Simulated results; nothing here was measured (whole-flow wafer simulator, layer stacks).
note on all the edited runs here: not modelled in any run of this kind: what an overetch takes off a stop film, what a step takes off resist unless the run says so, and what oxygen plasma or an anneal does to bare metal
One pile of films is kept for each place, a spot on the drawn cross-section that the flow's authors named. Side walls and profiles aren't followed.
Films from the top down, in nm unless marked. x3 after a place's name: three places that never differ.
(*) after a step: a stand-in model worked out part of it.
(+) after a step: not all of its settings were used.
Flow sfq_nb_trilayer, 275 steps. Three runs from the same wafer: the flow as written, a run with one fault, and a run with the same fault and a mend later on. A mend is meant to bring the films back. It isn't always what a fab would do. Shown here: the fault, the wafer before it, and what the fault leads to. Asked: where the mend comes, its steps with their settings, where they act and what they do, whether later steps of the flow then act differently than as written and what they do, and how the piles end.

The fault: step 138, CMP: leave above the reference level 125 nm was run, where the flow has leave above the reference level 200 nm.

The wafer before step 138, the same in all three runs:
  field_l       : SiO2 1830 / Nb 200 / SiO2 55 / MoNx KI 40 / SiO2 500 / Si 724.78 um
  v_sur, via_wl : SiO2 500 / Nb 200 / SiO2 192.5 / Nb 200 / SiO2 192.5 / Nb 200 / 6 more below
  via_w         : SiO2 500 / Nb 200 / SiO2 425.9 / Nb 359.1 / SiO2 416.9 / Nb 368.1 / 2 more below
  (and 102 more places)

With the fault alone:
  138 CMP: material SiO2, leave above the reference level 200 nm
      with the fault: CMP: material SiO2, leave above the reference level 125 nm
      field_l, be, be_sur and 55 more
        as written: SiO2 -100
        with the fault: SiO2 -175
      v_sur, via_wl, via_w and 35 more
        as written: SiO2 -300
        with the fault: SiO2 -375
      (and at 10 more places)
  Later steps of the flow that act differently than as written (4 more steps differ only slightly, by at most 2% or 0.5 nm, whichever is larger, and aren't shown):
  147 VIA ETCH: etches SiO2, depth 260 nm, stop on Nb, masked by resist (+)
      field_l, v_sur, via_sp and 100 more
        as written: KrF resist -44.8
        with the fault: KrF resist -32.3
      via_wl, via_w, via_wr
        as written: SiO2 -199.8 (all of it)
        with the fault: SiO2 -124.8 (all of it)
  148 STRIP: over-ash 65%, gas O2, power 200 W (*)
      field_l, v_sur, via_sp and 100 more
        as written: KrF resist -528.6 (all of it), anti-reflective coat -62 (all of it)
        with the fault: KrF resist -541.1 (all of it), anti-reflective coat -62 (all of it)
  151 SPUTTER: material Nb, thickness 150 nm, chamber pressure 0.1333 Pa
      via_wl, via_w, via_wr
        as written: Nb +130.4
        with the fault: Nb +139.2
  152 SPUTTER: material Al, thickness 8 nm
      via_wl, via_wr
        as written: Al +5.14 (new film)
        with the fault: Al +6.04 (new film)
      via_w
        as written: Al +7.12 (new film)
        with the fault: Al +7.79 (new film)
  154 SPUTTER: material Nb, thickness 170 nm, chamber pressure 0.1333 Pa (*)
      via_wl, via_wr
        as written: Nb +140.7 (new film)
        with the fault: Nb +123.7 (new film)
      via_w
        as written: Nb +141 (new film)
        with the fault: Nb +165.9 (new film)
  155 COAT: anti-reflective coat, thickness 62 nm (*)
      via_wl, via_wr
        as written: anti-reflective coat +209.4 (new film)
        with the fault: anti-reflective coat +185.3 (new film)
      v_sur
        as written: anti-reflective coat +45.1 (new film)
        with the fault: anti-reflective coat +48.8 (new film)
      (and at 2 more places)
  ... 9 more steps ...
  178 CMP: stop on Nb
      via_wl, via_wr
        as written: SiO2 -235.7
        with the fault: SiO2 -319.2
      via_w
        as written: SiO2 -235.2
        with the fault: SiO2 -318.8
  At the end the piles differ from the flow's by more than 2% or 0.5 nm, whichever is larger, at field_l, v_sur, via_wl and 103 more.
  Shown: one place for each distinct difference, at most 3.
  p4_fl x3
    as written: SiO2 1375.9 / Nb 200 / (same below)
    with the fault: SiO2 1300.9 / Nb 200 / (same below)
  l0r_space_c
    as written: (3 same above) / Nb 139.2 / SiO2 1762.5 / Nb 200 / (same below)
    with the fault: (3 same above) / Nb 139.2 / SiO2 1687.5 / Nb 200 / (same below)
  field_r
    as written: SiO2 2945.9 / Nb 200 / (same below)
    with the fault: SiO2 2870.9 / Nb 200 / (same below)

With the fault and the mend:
  The mend comes after step 145.
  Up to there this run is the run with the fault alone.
  145a STRIP: over-ash 65%, gas O2, power 200 W (*)
      field_l, v_sur, via_sp and 100 more
        KrF resist -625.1 (all of it), anti-reflective coat -62 (all of it)
      via_wl, via_w, via_wr
        anti-reflective coat -62 (all of it)
  145b PECVD: material SiO2, thickness 75 nm, 150 C, 16.67 s, RF power 183.3 W, pressure 2.4 Torr, precursor SiH4/N2O (the flow's step 137 once more, with other settings)
      field_l, v_sur, via_wl and 103 more
        SiO2 +75
  145c COAT: anti-reflective coat, thickness 62 nm (the flow's step 140 once more)
      field_l, v_sur, via_wl and 103 more
        anti-reflective coat +62 (new film)
  145d COAT: KrF resist, thickness 650 nm (the flow's step 141 once more)
      field_l, v_sur, via_wl and 103 more
        KrF resist +650 (new film)
  145e SOFTBAKE: KrF resist (the flow's step 142 once more)
      changes no film at any place that is followed
  145f EXPOSE: photomask I4, dose 11.93 mJ/cm2, NA 0.6, wavelength 248 nm (*) (the flow's step 143 once more)
      changes no film at any place that is followed
  145g PEB: KrF resist, 90 s (the flow's step 144 once more)
      field_l, v_sur, via_wl and 103 more
        KrF resist -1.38
  145h DEVELOP: KrF resist, thickness 650 nm, 60 s (the flow's step 145 once more)
      field_l, v_sur, via_sp and 100 more
        KrF resist -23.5
      via_wl, via_w, via_wr
        KrF resist -648.6 (all of it)
  No later step of the flow acts differently than as written, at any place that is followed, by more than 2% or 0.5 nm, whichever is larger.
  At the end the piles differ from the flow's only slightly at the places that both follow, by at most 2% or 0.5 nm, whichever is larger.
